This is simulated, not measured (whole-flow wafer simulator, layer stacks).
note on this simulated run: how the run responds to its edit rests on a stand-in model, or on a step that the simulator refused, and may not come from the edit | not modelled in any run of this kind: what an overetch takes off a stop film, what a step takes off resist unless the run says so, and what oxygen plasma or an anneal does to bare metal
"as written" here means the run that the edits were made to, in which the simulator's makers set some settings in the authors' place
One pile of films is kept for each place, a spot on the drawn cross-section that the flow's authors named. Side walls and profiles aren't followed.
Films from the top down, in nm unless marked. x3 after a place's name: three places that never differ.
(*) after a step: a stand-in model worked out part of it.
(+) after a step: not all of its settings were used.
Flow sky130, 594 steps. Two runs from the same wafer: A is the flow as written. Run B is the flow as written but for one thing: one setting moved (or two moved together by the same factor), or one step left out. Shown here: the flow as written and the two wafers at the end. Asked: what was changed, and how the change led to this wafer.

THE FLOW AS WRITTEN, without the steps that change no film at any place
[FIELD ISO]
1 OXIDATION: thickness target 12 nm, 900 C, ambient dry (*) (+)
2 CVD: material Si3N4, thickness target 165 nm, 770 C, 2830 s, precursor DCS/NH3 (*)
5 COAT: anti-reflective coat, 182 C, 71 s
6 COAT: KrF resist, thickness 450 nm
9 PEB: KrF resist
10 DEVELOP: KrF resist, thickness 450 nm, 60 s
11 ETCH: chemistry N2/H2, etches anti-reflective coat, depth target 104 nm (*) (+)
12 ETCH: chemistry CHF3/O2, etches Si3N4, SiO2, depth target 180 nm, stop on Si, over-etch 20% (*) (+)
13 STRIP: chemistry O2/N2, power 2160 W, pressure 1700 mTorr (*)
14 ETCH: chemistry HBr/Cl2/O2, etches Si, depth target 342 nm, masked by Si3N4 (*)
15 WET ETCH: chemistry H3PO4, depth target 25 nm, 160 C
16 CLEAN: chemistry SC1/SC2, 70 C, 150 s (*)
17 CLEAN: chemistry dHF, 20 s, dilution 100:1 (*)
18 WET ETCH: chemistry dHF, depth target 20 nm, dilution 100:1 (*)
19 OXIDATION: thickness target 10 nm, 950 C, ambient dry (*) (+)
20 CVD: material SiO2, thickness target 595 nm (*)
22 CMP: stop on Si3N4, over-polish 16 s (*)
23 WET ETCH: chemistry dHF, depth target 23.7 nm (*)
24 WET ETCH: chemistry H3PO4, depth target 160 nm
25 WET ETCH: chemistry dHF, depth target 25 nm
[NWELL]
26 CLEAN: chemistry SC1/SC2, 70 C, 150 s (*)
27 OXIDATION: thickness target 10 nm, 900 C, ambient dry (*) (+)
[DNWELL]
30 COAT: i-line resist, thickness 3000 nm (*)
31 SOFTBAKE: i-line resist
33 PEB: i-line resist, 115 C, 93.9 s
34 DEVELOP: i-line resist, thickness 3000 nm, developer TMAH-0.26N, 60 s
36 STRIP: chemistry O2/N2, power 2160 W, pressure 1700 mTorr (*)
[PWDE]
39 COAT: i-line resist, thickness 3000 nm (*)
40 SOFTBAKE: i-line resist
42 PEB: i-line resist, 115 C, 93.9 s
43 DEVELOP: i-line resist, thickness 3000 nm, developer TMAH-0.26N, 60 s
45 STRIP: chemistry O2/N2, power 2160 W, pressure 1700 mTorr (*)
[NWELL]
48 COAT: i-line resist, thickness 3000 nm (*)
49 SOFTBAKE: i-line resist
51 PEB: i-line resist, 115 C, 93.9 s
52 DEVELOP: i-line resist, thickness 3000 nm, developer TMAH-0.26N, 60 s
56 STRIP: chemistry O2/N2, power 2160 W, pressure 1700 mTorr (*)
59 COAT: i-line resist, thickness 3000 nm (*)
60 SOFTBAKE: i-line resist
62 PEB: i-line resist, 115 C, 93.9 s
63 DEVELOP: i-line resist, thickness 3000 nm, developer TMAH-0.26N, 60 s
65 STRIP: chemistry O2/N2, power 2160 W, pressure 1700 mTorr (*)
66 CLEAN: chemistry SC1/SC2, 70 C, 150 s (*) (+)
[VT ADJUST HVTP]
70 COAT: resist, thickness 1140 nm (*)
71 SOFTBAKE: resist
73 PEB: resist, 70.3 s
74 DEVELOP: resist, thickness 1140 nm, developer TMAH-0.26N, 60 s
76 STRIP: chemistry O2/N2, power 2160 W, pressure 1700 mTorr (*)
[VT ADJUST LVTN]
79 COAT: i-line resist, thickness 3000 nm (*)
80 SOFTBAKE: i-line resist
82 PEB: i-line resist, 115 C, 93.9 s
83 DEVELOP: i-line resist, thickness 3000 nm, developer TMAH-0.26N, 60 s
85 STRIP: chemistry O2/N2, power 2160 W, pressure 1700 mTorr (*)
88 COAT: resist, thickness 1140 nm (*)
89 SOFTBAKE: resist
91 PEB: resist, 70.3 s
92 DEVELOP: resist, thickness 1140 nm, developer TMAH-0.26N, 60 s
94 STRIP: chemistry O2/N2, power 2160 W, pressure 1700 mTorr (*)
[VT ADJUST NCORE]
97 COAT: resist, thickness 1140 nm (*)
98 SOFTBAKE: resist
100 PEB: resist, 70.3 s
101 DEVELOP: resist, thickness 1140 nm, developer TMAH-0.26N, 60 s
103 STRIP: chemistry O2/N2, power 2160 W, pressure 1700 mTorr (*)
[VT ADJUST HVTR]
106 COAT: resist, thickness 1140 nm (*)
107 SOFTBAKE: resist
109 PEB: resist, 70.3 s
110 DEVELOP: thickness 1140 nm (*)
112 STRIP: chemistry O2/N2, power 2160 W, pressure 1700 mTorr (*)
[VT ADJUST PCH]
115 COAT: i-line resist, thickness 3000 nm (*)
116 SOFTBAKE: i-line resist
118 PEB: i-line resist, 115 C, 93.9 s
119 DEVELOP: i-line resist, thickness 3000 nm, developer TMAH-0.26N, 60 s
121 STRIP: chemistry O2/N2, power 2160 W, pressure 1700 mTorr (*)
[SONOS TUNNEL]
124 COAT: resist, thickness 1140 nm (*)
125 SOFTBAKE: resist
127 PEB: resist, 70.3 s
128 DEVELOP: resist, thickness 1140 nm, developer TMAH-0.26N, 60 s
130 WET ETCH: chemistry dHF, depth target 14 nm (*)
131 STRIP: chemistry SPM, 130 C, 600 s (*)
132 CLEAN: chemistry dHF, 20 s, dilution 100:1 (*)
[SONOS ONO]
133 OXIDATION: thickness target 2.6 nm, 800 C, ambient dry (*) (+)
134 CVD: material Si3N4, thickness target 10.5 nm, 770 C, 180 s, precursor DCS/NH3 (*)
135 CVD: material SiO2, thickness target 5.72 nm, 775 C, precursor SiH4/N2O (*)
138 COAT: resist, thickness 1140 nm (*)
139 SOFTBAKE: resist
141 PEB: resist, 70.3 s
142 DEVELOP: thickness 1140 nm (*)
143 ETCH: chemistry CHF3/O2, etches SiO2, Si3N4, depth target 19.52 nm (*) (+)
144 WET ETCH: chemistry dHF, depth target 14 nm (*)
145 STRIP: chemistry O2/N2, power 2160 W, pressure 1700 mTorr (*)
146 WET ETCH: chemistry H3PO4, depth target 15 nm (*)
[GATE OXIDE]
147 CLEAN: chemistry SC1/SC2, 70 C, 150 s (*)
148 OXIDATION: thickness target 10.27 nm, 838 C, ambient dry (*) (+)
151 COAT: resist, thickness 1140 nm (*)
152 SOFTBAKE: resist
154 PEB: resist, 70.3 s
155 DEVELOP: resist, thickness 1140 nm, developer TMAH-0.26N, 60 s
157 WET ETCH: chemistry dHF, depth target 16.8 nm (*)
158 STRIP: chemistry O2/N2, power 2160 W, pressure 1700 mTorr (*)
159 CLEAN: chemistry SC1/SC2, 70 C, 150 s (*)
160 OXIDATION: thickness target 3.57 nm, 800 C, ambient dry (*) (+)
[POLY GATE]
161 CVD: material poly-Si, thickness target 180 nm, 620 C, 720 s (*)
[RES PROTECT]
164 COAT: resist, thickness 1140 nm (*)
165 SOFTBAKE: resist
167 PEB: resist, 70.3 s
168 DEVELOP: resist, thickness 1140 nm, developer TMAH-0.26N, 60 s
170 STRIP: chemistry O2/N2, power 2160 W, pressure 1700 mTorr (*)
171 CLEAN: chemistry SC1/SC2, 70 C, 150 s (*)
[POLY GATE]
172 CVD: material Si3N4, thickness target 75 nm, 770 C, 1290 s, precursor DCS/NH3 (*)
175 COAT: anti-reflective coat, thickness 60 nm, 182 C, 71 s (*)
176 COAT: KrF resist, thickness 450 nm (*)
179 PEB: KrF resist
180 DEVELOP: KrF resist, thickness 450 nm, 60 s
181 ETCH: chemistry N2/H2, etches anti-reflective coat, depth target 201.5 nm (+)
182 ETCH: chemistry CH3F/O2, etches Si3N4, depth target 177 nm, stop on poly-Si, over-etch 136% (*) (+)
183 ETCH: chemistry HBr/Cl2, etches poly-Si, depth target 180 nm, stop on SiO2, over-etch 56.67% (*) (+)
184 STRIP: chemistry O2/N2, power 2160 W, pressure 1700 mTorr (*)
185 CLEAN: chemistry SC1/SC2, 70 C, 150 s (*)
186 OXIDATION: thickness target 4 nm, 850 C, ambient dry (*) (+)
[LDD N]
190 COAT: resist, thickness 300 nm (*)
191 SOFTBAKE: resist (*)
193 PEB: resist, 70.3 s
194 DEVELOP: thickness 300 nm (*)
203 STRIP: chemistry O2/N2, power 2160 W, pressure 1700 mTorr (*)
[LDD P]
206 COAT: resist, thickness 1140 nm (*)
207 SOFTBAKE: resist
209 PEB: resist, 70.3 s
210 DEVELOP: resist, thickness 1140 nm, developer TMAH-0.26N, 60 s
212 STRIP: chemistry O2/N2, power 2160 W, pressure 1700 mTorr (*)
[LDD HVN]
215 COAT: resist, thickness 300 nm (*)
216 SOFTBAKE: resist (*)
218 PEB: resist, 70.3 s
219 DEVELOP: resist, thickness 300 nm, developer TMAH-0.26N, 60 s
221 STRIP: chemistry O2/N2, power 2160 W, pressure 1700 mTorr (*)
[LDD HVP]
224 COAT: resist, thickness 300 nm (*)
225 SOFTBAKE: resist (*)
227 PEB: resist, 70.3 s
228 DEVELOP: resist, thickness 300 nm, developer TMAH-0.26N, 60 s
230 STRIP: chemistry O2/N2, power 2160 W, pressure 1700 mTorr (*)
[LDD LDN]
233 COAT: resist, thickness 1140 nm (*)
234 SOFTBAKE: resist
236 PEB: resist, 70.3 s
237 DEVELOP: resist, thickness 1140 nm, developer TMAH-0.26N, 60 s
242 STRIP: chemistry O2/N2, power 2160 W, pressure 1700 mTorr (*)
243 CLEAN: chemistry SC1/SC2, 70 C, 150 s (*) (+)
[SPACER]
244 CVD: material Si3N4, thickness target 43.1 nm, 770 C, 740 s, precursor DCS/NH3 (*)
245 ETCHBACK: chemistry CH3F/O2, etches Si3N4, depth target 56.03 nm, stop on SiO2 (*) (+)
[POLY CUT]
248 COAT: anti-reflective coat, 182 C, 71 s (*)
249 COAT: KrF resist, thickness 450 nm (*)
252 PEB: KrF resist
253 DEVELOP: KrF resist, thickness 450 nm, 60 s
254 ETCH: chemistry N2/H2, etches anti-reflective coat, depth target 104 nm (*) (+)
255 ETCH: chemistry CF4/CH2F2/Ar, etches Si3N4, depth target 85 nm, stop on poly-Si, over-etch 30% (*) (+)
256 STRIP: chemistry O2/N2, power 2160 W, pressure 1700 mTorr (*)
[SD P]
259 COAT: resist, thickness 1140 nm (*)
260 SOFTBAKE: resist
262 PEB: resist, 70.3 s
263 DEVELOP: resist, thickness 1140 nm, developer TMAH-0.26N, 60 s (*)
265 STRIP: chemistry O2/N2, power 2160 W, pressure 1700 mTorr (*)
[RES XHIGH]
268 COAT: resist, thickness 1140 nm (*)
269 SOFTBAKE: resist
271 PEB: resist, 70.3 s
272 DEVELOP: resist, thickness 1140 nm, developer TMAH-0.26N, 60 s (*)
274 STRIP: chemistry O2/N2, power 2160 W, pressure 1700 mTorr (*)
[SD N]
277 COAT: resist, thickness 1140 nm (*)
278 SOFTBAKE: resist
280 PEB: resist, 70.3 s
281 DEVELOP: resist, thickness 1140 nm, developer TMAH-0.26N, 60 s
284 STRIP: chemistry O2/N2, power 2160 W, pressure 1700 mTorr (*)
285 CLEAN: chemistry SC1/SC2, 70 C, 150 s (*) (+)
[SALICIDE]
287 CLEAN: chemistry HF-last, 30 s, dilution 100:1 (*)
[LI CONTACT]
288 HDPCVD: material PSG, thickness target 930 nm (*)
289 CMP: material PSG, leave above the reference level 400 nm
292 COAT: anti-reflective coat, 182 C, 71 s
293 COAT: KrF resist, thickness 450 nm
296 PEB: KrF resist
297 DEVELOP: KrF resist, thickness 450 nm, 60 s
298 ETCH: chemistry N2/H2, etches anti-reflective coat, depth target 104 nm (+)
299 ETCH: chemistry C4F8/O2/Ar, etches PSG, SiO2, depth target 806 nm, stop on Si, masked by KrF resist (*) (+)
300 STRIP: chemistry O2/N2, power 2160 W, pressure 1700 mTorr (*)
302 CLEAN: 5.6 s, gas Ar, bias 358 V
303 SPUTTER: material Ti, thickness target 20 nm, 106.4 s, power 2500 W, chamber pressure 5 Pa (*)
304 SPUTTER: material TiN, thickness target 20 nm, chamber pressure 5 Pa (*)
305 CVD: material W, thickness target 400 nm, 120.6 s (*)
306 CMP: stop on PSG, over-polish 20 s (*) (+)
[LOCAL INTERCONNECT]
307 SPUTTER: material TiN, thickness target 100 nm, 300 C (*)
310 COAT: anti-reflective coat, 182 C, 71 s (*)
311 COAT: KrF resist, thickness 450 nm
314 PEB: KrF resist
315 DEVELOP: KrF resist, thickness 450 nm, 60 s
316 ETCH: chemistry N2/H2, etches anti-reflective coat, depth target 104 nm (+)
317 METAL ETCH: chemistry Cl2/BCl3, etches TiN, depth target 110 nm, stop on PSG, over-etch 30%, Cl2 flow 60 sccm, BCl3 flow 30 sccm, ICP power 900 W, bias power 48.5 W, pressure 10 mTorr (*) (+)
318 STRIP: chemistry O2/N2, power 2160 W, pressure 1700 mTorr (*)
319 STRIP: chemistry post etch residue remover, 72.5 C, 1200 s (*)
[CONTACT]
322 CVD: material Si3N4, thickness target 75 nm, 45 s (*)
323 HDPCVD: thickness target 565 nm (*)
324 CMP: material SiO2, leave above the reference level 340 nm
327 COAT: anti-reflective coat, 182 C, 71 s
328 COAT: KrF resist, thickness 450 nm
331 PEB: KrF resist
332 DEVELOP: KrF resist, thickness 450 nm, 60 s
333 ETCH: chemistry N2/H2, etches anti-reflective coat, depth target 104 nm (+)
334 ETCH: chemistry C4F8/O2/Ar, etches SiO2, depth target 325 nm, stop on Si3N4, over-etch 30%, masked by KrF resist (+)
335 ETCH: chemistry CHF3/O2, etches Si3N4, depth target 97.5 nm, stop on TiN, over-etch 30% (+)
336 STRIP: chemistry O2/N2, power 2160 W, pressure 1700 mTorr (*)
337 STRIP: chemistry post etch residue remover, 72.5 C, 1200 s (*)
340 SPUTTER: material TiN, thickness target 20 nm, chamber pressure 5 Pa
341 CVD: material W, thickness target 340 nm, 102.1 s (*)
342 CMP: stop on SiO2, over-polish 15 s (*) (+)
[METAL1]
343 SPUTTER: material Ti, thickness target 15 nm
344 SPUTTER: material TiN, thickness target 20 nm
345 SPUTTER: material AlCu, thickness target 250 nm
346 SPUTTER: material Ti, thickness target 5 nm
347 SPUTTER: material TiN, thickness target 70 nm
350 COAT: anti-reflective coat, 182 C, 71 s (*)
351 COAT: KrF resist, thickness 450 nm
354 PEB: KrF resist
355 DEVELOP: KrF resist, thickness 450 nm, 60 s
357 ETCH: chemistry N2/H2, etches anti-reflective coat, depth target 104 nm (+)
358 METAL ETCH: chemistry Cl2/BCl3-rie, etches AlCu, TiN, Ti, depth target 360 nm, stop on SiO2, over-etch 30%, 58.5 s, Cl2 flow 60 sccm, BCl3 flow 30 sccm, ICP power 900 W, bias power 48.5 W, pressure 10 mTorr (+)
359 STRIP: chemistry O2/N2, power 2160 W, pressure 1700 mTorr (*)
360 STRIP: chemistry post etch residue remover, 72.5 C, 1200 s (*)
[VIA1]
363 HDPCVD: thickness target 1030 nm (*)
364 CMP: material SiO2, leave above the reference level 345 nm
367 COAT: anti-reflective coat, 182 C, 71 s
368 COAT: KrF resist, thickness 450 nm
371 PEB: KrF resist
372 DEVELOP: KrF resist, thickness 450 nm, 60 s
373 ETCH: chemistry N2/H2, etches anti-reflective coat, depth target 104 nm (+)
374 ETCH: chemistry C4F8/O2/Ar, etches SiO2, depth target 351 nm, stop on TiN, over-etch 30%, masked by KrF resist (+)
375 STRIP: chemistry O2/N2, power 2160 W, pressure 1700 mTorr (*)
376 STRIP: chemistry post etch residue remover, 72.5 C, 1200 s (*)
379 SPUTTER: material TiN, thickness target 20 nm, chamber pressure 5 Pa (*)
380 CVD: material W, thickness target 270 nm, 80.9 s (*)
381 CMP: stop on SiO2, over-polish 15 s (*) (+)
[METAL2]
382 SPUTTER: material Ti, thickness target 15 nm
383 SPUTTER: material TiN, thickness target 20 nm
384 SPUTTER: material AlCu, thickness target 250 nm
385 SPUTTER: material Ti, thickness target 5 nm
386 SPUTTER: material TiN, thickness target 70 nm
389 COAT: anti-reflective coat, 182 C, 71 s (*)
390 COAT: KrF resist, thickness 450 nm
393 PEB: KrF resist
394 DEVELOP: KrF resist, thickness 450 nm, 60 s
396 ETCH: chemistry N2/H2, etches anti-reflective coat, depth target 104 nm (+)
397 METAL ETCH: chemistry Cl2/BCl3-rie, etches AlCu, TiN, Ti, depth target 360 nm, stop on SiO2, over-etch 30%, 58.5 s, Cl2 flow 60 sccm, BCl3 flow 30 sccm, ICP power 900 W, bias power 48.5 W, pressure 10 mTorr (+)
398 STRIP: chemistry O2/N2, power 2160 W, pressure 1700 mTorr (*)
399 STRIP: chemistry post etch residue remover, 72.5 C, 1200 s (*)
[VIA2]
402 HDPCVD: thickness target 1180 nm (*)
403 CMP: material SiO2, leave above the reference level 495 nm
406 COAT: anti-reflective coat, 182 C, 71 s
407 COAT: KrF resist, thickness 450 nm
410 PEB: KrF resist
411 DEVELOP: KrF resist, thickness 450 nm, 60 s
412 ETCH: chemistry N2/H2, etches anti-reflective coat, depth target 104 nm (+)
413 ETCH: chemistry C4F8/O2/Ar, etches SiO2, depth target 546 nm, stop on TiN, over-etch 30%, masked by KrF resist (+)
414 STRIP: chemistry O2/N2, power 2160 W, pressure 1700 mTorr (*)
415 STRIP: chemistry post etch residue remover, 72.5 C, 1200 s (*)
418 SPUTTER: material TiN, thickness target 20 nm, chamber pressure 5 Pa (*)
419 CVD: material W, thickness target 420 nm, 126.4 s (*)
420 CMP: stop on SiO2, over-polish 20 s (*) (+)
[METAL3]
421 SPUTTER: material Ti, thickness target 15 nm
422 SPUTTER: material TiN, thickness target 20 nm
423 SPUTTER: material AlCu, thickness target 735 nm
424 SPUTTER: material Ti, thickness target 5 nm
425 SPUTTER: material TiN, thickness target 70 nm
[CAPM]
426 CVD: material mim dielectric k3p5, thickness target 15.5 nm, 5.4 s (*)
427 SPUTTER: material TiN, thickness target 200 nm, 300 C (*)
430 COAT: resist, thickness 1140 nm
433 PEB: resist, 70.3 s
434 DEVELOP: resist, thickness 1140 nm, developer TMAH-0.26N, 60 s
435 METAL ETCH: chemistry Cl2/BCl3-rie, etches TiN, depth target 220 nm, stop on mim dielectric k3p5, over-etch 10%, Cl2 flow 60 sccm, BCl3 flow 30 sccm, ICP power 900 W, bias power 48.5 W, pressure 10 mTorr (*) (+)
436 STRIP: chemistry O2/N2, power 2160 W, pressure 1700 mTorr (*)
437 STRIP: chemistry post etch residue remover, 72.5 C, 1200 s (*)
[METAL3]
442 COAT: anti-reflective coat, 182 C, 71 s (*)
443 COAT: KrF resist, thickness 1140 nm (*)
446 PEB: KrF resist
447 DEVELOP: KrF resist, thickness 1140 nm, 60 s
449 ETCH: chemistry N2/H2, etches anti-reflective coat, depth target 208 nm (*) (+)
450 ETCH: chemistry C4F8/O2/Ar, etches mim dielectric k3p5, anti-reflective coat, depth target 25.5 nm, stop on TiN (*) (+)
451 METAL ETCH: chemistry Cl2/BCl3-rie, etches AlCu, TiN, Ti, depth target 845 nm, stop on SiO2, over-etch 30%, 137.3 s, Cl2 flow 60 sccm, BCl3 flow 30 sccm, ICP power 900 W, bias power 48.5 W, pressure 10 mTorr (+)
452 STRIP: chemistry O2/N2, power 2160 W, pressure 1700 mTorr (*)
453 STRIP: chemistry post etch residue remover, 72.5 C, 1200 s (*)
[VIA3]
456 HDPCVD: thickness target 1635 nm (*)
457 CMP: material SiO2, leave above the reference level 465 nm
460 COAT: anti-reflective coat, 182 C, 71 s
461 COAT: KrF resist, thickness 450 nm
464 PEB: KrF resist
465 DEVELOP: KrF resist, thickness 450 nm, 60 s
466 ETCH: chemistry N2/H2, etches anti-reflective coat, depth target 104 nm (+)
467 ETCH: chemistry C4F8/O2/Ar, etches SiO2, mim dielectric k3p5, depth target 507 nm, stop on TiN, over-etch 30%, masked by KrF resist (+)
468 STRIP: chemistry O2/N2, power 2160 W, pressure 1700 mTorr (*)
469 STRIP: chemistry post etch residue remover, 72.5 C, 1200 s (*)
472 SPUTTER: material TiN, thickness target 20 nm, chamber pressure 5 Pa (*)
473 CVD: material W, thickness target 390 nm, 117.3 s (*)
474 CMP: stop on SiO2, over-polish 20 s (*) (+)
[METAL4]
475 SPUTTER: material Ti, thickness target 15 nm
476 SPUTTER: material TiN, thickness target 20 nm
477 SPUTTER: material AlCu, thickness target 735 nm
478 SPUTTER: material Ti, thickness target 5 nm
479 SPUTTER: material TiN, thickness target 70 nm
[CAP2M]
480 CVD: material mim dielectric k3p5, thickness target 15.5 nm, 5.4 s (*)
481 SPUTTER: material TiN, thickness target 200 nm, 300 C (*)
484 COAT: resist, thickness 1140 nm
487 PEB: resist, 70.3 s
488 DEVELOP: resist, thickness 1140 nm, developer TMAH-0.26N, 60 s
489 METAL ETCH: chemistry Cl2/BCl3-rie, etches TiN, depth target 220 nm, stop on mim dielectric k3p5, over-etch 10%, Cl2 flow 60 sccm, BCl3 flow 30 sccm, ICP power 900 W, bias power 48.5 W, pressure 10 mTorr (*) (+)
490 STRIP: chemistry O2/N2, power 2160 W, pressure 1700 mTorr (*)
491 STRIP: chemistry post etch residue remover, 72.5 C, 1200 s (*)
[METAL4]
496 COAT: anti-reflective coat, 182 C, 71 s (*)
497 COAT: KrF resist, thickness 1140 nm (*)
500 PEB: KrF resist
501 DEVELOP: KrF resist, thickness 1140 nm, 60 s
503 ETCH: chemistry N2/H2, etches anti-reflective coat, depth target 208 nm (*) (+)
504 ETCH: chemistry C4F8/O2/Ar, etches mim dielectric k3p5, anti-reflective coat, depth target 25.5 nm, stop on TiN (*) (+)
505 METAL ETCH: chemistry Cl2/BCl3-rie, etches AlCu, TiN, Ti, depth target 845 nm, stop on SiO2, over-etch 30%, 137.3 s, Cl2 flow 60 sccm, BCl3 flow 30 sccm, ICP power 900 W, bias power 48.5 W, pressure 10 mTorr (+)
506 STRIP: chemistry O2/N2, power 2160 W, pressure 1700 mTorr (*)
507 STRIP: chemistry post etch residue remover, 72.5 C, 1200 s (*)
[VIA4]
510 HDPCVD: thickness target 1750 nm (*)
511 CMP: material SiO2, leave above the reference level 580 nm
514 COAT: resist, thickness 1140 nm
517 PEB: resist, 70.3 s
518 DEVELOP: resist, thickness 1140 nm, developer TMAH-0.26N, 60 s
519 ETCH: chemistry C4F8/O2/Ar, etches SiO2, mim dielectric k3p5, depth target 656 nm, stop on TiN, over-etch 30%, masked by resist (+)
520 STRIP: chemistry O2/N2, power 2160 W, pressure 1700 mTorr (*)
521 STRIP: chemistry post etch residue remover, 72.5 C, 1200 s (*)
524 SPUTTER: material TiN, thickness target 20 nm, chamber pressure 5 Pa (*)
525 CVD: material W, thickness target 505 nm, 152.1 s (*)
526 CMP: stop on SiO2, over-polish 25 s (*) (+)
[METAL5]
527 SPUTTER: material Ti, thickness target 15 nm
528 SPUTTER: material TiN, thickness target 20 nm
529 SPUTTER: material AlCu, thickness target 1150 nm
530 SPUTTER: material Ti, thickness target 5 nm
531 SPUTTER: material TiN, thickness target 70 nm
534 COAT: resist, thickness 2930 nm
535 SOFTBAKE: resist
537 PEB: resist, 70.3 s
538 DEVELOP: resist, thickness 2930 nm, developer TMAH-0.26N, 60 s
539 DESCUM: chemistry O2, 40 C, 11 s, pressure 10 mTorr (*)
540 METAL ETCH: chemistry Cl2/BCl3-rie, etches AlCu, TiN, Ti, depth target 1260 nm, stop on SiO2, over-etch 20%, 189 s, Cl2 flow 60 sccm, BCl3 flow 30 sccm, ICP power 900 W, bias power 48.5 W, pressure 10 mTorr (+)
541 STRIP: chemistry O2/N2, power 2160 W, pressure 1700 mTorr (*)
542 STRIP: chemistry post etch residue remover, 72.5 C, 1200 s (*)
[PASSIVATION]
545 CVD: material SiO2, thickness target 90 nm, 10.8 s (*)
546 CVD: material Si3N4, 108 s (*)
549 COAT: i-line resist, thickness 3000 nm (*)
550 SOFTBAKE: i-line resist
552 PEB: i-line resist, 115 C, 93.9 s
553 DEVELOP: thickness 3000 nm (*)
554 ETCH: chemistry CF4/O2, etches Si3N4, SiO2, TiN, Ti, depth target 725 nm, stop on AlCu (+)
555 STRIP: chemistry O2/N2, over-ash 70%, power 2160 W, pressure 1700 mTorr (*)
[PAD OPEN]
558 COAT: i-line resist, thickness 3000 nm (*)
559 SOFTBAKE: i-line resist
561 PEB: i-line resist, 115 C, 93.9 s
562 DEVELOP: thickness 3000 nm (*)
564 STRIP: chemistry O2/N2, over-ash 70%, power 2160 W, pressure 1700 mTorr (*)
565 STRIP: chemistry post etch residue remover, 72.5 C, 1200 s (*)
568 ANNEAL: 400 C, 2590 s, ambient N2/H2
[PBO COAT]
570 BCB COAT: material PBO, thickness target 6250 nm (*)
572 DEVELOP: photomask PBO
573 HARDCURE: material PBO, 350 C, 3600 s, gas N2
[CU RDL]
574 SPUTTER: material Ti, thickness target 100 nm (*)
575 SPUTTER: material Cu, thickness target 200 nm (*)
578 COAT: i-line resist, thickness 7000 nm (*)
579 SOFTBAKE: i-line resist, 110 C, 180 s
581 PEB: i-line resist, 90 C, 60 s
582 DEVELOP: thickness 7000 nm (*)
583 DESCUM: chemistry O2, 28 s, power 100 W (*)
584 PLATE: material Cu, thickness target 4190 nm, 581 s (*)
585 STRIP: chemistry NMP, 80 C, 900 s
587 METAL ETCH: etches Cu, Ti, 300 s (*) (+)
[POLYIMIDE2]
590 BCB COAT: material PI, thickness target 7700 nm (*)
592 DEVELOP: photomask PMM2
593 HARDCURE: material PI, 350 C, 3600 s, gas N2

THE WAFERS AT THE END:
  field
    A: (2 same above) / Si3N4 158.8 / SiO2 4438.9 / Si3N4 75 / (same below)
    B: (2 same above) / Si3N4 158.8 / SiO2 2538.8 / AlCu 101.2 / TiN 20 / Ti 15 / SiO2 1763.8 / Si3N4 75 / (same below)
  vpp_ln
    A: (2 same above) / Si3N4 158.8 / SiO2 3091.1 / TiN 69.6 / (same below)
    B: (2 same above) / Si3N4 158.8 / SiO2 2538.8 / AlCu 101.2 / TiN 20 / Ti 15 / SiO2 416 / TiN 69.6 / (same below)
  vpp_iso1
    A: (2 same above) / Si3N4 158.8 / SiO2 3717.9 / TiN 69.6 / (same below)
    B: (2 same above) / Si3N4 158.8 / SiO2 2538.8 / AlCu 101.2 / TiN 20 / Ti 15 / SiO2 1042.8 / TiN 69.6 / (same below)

The cause: step 451, METAL ETCH: depth target 540.8 nm was run, where the flow has depth target 845 nm; step 451, METAL ETCH: 87.9 s was run, where the flow has 137.3 s.

How the change led to this, step by step:
  451 METAL ETCH: chemistry Cl2/BCl3-rie, etches AlCu, TiN, Ti, depth target 845 nm, stop on SiO2, over-etch 30%, 137.3 s, Cl2 flow 60 sccm, BCl3 flow 30 sccm, ICP power 900 W, bias power 48.5 W, pressure 10 mTorr (+)
      field, gate, spacer and 68 more: A TiN -70 (all of it), Ti -5 (all of it), AlCu -735 (all of it), TiN -20 (all of it), Ti -15 (all of it), SiO2 -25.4 | B TiN -70 (all of it), Ti -5 (all of it), AlCu -628
      active, vpp_ln, vpp_iso2 and 11 more: A TiN -70 (all of it), Ti -5 (all of it), AlCu -735 (all of it), TiN -20 (all of it), Ti -15 (all of it), SiO2 -25.3 | B TiN -70 (all of it), Ti -5 (all of it), AlCu -628
      (and at 107 more places)
  452 STRIP: chemistry O2/N2, power 2160 W, pressure 1700 mTorr (*)
      dice_street, dext_nw_sti, dext_ntap_nw and 45 more: A KrF resist -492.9 (all of it), anti-reflective coat -80 (all of it) | B KrF resist -690.7 (all of it), anti-reflective coat -80 (all of it)
      n_well, p_well, gate_hv and 34 more: A KrF resist -492.9 (all of it), anti-reflective coat -80 (all of it) | B KrF resist -690.6 (all of it), anti-reflective coat -80 (all of it)
      (and at 22 more places)
  453 STRIP: chemistry post etch residue remover, 72.5 C, 1200 s (*)
      field, active, gate and 82 more: A nothing | B AlCu -5.72
  456 HDPCVD: thickness target 1635 nm (*)
      field, active, gate and 82 more: A SiO2 +1635 | B SiO2 +1635 (new film)
  457 CMP: material SiO2, leave above the reference level 465 nm
      field, active, gate and 82 more: A SiO2 -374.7 | B SiO2 -536.2
Counting metal films that touch as one body, field has 1 body; the flow as written gives 0 bodies.
Counting metal films that touch as one body, vpp_ln has 3 bodies (between them, from the top down: SiO2 416; SiO2 267.2); the flow as written gives 2 bodies (between them, from the top down: SiO2 267.2).
Counting metal films that touch as one body, vpp_iso1 has 2 bodies (between them, from the top down: SiO2 1042.8); the flow as written gives 1 body.
